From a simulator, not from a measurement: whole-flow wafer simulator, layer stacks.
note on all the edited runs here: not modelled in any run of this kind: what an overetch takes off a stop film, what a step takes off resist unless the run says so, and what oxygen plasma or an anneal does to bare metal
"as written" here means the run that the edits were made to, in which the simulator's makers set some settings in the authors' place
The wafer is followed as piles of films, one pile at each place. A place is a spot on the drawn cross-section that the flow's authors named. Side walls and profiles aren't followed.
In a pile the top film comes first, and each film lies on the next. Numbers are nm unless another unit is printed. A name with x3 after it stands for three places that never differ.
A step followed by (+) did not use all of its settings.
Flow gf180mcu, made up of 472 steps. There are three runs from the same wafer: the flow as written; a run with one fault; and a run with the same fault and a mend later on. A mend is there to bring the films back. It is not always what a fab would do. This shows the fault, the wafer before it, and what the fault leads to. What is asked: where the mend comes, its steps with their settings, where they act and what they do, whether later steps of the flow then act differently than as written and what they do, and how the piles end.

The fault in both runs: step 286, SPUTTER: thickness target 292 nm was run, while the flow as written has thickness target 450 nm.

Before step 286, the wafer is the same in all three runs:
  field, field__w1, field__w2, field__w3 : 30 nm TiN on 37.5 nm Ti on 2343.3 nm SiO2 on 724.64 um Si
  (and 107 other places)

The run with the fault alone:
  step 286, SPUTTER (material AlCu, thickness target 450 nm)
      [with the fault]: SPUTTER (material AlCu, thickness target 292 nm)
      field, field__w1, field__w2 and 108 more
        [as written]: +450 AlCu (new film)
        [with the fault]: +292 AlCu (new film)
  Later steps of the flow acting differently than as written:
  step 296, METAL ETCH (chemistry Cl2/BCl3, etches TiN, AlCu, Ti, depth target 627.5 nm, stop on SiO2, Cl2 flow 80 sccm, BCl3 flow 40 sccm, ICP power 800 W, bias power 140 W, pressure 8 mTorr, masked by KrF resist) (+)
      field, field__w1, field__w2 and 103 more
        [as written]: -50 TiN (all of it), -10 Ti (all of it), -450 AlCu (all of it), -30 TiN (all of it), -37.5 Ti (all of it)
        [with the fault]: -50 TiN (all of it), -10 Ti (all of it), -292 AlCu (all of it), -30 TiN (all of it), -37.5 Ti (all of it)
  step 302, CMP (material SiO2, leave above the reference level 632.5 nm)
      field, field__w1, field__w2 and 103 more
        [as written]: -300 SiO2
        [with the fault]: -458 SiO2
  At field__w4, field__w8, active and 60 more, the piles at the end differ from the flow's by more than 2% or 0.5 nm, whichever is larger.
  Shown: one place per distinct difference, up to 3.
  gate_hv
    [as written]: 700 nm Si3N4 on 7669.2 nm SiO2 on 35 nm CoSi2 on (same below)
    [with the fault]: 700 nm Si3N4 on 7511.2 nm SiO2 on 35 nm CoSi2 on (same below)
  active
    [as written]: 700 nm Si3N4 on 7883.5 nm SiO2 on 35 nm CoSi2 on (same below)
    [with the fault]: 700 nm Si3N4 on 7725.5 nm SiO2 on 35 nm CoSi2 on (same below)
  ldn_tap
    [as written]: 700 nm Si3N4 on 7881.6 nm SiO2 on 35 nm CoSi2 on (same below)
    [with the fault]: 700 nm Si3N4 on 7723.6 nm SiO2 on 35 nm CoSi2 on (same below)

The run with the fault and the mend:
  The mend follows step 286.
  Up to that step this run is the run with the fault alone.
  step 286a, SPUTTER (material AlCu, thickness target 158 nm) (the flow's step 286, run once more with other settings)
      field, field__w1, field__w2 and 108 more
        +158 AlCu
  Every later step of the flow that is run acts as written at every place that is followed.
  The piles end the same as the flow's at every place that both follow.
